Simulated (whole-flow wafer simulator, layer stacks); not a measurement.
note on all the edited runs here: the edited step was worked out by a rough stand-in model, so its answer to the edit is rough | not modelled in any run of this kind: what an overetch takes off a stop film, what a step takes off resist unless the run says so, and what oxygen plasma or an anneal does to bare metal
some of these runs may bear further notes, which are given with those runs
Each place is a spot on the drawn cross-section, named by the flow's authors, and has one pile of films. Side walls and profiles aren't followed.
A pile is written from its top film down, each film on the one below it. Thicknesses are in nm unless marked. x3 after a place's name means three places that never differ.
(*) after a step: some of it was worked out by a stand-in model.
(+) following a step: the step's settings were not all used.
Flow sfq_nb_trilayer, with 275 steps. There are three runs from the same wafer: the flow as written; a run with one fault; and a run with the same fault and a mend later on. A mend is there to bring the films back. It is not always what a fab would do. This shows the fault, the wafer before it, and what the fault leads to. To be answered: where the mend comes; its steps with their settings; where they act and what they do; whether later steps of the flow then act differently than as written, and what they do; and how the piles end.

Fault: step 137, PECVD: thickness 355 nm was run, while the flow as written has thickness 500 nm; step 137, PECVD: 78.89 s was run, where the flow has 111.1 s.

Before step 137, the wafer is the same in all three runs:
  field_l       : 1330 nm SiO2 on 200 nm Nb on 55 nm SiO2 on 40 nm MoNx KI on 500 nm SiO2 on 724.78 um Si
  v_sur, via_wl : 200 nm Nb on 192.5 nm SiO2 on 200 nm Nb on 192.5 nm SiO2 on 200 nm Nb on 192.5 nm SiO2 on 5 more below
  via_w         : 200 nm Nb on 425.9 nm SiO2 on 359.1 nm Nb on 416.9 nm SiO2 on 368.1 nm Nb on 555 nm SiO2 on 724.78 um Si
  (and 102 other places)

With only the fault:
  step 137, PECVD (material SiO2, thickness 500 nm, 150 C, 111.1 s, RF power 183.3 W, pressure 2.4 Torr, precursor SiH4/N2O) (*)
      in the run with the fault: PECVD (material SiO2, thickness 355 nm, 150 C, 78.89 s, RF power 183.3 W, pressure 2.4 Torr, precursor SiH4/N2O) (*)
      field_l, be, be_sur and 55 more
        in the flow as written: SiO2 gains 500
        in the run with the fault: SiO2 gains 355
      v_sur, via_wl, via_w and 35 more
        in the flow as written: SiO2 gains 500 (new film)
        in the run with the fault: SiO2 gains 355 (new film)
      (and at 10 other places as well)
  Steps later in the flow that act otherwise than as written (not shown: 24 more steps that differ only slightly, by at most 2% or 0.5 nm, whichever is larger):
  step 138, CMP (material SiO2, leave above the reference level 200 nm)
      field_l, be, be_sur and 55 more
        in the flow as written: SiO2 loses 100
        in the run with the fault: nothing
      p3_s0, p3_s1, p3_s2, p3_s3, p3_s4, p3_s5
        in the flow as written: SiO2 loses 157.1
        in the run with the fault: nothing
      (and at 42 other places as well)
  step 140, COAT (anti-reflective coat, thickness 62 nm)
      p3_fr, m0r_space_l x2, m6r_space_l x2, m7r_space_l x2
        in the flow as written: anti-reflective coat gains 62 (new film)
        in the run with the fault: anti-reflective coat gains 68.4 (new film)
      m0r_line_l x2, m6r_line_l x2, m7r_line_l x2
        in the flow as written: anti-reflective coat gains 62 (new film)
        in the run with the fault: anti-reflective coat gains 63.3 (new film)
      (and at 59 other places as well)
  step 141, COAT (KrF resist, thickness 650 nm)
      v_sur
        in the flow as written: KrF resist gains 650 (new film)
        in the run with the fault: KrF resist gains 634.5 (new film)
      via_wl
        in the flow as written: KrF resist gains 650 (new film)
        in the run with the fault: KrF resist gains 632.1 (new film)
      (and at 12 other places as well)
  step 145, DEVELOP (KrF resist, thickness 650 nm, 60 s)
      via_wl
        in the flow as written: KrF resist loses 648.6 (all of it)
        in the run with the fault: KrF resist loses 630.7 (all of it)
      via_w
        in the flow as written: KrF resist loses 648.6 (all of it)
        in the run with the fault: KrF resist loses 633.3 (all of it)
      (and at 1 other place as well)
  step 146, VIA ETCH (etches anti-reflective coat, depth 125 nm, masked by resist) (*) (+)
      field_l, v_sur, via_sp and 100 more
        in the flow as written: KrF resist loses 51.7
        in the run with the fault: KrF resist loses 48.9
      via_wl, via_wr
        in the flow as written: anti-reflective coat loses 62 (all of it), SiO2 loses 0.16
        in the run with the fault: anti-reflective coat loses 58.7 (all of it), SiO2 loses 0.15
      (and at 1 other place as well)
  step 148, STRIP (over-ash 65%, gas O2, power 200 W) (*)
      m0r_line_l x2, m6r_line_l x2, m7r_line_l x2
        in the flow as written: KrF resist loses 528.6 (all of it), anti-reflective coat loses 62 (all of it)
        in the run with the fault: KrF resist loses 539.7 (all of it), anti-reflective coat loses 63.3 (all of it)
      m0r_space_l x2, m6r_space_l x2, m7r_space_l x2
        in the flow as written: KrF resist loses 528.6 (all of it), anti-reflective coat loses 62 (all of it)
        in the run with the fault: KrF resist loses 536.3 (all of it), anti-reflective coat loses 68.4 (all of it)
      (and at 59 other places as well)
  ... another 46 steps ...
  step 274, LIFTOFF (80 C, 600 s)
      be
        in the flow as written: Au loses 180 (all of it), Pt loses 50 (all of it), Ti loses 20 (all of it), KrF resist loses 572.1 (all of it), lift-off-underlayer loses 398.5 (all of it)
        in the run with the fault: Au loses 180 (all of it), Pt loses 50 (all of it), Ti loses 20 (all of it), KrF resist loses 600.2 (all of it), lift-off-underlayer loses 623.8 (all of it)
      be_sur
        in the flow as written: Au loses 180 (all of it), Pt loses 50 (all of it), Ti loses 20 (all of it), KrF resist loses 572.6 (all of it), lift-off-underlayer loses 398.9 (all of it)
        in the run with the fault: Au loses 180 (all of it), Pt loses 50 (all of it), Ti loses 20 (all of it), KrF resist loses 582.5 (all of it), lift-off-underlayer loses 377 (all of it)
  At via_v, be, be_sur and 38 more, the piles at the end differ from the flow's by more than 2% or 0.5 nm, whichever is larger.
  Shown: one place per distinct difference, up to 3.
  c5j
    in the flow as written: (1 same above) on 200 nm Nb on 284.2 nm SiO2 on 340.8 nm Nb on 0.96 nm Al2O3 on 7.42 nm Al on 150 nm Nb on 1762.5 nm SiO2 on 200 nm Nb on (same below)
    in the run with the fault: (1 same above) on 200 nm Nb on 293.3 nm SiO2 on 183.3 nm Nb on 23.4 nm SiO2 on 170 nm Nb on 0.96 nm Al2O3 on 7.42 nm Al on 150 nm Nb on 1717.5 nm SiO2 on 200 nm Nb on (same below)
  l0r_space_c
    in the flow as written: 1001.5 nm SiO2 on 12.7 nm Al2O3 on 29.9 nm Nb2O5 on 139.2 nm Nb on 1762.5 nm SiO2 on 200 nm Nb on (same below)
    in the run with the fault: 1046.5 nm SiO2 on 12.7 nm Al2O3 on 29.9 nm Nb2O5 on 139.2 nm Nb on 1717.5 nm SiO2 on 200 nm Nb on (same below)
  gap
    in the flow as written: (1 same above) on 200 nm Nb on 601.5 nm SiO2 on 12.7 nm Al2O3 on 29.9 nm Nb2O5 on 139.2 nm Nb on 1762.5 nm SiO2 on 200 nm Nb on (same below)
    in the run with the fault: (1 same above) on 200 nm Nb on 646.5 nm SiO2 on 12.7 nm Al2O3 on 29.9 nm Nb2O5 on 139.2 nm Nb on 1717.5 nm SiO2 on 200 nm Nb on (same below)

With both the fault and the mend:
  The mend follows step 137.
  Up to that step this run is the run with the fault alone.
  step 137a, PECVD (material SiO2, thickness 145 nm, 150 C, 32.22 s, RF power 183.3 W, pressure 2.4 Torr, precursor SiH4/N2O) (*) (the flow's step 137, run once more with other settings)
      field_l, v_sur, via_wl and 99 more
        SiO2 gains 145
      lsp_r, l0_sur, l0v
        SiO2 gains 142.8
      via_v
        SiO2 gains 137.7
  Steps later in the flow that act otherwise than as written:
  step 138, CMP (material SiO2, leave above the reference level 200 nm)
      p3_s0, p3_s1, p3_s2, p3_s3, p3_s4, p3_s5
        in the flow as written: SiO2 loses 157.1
        in the run with the mend: SiO2 loses 100
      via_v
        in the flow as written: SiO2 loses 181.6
        in the run with the mend: SiO2 loses 113.7
  The piles end the same as the flow's at every place that both follow.
